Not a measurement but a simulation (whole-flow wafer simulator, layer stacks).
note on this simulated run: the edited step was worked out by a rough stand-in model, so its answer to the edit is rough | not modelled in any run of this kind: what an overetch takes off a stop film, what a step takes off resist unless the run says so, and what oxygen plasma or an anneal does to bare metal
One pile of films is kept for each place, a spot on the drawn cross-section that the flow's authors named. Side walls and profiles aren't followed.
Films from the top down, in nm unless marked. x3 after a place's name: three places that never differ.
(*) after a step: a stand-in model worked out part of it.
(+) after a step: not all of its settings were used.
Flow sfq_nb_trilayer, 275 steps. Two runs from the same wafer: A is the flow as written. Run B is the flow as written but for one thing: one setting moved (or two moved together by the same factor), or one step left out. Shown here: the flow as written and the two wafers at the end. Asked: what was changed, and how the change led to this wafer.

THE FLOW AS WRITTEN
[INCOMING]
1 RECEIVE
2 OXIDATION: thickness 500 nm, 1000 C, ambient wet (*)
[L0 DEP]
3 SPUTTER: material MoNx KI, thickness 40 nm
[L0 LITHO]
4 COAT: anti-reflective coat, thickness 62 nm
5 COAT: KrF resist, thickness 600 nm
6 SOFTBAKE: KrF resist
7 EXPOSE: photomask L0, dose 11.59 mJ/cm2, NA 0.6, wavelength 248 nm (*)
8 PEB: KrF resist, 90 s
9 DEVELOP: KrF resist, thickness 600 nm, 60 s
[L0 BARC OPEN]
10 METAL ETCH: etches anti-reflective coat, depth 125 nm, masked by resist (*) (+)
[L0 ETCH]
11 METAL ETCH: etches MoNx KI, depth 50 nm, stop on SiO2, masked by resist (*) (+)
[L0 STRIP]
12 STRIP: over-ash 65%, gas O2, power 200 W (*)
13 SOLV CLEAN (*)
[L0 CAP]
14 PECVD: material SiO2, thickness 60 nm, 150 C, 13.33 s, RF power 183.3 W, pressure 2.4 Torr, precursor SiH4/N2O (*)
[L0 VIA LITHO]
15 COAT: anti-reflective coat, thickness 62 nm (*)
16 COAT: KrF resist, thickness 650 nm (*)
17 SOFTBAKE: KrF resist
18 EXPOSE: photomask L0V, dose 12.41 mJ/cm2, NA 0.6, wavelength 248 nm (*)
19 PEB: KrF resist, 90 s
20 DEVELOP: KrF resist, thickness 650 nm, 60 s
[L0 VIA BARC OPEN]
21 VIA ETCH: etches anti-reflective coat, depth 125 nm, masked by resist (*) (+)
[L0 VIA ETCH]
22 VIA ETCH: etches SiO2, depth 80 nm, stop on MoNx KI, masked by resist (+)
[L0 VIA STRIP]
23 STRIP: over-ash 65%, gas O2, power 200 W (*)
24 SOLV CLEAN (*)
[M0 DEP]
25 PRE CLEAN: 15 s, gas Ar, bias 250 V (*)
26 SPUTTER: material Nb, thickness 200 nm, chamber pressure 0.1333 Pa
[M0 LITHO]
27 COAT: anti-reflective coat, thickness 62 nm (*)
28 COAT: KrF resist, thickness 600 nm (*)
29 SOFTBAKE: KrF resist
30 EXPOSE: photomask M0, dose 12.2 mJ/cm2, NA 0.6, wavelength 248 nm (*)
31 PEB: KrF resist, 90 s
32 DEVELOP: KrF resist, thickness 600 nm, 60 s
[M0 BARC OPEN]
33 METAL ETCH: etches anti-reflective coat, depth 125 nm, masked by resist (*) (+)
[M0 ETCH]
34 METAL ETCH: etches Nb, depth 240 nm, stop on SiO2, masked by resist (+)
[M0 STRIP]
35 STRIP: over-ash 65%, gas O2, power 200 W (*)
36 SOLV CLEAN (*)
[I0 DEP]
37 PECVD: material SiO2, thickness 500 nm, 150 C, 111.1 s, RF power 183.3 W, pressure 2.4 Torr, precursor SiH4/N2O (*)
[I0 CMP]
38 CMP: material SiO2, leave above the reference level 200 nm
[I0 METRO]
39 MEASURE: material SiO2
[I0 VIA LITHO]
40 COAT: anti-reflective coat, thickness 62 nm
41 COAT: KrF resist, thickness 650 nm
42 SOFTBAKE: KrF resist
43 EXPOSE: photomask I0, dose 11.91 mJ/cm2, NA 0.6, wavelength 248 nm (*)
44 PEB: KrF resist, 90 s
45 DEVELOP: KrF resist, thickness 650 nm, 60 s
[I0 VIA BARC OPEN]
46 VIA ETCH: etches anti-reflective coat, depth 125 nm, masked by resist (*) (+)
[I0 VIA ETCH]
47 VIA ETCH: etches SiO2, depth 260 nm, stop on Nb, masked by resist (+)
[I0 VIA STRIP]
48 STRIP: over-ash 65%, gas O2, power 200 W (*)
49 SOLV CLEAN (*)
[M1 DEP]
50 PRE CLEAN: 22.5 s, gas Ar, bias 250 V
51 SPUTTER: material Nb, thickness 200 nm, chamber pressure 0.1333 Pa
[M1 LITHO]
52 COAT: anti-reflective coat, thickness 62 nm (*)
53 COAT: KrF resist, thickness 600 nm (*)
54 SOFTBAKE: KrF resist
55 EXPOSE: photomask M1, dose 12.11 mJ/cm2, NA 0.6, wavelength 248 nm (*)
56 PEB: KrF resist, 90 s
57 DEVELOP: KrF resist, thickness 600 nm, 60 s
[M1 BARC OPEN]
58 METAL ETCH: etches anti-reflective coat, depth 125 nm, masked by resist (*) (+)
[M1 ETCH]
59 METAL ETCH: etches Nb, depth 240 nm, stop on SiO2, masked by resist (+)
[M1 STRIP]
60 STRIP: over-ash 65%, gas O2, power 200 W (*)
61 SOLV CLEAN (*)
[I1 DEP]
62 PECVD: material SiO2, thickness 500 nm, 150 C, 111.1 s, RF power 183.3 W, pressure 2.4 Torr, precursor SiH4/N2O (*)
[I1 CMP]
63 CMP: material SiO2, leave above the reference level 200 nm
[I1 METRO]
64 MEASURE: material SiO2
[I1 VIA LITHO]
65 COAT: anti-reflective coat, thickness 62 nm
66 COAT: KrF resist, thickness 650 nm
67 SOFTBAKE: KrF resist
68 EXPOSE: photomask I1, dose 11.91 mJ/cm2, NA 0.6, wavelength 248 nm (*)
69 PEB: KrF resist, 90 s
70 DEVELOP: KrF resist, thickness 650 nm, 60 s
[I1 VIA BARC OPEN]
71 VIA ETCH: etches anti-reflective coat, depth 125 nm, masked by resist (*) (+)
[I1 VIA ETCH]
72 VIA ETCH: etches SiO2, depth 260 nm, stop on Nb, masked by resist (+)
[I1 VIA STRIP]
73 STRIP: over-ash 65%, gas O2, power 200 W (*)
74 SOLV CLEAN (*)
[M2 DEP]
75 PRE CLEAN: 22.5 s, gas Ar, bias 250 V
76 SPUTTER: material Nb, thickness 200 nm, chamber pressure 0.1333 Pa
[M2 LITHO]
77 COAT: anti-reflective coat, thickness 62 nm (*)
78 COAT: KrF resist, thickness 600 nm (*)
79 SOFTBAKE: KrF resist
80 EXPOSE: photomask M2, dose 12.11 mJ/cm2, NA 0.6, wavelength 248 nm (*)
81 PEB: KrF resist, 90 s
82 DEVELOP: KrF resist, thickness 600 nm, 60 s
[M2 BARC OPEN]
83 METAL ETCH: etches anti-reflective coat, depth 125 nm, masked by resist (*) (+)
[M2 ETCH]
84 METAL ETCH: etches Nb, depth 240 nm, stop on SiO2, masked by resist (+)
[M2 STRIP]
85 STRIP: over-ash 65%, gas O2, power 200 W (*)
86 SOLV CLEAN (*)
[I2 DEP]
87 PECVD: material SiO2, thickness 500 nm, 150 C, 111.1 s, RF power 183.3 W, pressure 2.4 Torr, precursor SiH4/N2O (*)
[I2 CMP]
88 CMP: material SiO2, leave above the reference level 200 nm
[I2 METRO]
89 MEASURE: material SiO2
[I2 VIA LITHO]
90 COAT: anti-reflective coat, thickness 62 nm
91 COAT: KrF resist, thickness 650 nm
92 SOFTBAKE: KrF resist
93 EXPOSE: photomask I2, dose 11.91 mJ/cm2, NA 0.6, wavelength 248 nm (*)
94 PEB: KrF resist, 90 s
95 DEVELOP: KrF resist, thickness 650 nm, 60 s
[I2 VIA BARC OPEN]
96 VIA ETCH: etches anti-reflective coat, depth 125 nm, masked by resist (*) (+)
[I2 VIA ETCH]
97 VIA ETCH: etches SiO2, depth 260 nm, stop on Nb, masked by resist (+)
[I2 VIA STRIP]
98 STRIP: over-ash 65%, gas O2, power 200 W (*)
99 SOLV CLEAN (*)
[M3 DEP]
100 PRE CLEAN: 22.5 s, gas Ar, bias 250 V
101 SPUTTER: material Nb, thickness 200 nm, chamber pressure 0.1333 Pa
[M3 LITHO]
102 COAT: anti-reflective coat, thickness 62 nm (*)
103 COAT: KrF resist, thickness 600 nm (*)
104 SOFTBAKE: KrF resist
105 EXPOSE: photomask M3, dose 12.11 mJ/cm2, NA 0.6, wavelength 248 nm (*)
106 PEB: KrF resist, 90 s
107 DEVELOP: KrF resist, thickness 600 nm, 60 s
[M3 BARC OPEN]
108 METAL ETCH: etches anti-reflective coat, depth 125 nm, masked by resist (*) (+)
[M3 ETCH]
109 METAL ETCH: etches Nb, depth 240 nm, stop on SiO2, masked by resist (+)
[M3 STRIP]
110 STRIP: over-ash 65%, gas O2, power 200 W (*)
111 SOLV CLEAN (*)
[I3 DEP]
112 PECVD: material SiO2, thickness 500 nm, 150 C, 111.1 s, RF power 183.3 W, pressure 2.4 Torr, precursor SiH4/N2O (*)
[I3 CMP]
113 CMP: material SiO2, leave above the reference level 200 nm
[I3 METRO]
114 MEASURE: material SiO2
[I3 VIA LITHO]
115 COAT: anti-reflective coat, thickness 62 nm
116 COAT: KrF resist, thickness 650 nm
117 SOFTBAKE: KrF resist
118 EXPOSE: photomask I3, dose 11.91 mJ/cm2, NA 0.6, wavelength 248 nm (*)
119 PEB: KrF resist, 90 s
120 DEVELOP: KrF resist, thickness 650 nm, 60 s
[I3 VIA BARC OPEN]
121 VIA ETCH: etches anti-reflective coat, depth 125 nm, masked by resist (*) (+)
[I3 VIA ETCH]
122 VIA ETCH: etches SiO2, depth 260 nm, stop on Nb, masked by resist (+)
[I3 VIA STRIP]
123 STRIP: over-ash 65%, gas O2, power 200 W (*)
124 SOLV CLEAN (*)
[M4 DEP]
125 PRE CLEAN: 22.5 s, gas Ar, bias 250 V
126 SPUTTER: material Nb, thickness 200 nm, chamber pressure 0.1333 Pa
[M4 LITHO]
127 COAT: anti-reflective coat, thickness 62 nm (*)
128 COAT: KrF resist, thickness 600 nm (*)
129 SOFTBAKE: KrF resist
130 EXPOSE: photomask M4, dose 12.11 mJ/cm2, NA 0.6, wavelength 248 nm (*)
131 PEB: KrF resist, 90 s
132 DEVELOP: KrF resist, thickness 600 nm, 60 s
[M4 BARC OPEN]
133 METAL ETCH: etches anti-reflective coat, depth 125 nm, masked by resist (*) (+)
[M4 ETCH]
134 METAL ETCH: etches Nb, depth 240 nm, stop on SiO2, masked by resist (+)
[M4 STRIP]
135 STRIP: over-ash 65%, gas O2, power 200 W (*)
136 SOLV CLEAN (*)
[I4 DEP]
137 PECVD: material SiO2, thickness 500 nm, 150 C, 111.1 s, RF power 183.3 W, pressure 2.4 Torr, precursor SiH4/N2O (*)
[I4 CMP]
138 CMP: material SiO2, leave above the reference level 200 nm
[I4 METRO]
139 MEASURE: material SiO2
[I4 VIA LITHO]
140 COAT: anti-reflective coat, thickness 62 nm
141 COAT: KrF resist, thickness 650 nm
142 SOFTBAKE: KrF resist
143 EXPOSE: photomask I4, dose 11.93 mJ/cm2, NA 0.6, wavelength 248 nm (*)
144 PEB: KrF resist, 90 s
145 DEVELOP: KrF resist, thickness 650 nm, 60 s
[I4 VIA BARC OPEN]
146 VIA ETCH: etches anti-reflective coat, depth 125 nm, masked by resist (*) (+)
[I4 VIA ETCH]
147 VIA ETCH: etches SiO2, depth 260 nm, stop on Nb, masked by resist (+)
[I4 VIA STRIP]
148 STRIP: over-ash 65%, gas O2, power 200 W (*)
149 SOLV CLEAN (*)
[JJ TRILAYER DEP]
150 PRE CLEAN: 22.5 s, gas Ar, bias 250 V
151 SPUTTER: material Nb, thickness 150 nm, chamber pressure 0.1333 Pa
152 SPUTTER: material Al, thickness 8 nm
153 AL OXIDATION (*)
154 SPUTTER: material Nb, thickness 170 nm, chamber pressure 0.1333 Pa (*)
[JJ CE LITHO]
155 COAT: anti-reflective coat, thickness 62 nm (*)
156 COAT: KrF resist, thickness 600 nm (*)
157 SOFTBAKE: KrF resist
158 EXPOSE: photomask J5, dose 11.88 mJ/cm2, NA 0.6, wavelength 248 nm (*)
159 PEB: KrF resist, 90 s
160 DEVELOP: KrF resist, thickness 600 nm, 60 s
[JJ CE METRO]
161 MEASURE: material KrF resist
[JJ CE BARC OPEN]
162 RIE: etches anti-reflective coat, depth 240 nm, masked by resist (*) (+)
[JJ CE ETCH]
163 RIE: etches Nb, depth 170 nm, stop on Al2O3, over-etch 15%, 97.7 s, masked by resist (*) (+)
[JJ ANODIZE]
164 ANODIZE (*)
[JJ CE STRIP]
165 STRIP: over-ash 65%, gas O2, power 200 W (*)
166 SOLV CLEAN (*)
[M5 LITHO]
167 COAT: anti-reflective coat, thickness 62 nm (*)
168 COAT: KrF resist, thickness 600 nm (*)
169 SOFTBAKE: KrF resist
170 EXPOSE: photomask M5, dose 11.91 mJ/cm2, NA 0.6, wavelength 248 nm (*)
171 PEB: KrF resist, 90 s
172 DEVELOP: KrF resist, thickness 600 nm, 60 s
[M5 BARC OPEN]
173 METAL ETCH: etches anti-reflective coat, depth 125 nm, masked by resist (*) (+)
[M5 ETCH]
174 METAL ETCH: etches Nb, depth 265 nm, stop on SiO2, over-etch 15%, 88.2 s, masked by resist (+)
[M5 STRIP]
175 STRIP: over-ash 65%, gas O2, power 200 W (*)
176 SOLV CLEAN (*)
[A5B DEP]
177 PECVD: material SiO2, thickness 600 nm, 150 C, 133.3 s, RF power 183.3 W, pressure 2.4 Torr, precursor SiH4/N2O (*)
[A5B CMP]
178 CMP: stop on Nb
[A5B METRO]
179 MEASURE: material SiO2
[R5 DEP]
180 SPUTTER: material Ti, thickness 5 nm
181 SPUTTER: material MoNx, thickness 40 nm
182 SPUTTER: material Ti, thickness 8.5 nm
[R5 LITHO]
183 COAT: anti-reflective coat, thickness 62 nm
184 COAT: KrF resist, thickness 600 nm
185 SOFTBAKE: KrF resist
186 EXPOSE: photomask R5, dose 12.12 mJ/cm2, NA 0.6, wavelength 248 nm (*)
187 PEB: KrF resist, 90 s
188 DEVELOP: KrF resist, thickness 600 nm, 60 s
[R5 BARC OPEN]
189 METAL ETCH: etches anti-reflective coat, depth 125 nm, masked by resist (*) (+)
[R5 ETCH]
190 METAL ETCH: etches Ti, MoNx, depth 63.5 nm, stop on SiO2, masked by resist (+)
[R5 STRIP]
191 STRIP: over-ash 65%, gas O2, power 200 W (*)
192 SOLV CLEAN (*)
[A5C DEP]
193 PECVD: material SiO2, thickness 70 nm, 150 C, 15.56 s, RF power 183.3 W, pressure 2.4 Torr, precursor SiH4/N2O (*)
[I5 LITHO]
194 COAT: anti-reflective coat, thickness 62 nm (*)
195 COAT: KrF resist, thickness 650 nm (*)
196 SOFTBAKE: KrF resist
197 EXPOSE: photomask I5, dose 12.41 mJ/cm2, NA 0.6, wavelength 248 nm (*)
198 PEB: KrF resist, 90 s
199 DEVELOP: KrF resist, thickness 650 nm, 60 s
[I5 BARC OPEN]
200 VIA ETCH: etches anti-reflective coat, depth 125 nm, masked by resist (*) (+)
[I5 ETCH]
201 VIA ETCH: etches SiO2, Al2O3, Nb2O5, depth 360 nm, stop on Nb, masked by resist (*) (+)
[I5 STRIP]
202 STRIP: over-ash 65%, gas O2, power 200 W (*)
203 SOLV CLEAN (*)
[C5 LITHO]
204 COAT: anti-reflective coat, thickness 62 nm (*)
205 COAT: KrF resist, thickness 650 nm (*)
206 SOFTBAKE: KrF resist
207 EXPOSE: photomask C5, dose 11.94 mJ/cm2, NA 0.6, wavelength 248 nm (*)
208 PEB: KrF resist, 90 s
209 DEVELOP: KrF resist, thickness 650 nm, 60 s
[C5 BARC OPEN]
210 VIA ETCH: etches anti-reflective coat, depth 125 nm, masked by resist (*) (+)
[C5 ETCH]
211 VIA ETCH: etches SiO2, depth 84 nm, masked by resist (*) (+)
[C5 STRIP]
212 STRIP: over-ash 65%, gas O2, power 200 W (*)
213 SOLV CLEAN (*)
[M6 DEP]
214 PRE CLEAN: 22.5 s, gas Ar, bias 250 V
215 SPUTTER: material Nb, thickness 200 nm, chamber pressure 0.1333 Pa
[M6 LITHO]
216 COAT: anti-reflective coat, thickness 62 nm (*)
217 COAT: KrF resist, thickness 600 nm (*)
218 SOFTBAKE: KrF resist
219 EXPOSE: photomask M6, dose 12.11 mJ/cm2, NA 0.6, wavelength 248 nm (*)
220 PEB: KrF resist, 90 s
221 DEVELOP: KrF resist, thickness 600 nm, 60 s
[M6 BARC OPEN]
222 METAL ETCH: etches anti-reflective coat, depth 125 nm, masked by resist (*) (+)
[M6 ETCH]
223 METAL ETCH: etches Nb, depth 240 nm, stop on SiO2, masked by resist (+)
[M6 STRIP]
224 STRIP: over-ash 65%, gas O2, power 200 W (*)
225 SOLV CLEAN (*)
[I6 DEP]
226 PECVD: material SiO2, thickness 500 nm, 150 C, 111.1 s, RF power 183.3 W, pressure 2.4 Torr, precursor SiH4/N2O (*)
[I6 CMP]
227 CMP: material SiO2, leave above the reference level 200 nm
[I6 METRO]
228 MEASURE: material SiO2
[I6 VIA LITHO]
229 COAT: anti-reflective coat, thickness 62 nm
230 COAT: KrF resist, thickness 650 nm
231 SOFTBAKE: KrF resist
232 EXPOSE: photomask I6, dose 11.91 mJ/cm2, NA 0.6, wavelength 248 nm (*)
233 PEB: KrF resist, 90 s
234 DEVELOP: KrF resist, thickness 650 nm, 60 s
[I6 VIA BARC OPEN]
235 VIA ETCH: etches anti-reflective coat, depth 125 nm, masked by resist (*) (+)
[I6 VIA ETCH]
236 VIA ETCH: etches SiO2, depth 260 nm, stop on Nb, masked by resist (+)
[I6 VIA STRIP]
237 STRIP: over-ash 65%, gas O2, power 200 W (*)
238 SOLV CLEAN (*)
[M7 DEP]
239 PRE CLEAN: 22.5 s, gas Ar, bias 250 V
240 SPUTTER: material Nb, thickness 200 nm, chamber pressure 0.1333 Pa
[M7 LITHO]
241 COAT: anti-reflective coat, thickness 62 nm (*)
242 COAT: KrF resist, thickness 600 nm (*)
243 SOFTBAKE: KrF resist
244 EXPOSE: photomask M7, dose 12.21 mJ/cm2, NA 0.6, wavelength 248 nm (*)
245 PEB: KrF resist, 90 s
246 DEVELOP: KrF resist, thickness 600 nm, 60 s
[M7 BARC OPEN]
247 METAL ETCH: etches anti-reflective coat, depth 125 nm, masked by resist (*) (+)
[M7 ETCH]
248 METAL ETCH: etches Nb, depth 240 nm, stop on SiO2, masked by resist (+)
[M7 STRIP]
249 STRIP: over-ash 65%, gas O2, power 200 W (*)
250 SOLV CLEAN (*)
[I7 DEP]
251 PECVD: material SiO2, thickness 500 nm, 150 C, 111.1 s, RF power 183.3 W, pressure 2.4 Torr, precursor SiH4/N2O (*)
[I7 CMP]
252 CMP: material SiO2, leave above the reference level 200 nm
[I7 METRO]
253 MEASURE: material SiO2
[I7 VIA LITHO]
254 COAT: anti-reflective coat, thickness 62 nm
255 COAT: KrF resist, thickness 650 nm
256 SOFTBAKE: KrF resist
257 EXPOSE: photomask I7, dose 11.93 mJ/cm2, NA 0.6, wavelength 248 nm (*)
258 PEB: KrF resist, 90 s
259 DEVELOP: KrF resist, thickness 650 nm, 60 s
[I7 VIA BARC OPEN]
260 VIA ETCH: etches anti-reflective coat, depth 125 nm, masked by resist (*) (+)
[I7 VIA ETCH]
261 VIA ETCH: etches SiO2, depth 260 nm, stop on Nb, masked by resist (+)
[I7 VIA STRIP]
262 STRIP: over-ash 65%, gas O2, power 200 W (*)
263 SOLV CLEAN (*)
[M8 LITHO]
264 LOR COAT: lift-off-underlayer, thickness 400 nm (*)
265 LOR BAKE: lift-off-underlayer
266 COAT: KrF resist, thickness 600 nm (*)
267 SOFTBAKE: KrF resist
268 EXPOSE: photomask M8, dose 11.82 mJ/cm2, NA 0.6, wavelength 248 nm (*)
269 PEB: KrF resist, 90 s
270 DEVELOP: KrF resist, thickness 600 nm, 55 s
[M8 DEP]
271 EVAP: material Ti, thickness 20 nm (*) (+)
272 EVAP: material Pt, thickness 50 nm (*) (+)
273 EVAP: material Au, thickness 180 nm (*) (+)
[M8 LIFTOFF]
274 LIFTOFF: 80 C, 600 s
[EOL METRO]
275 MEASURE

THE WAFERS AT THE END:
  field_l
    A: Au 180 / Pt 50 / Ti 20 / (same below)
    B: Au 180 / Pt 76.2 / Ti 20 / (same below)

The cause: step 272, EVAP: thickness 76.2 nm was run, where the flow has thickness 50 nm.
It can be read off the wafer: field_l has Pt 76.2, and step 272 as written asks for 50 nm.

How the change led to this, step by step:
  272 EVAP: material Pt, thickness 50 nm (*) (+)
      field_l, v_sur, via_wl and 103 more: A Pt +50 (new film) | B Pt +76.2 (new film)
  274 LIFTOFF: 80 C, 600 s
      p4_fl, p4_fm, p4_w1 and 71 more: A Au -180 (all of it), Pt -50 (all of it), Ti -20 (all of it), KrF resist -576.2 (all of it), lift-off-underlayer -400 (all of it) | B Au -180 (all of it), Pt -76.2 (all of it), Ti -20 (all of it), KrF resist -576.2 (all of it), lift-off-underlayer -400 (all of it)
      c5j, ce_r: A Au -180 (all of it), Pt -50 (all of it), Ti -20 (all of it), KrF resist -573.3 (all of it), lift-off-underlayer -399.3 (all of it) | B Au -180 (all of it), Pt -76.2 (all of it), Ti -20 (all of it), KrF resist -573.3 (all of it), lift-off-underlayer -399.3 (all of it)
      (and at 19 more places)
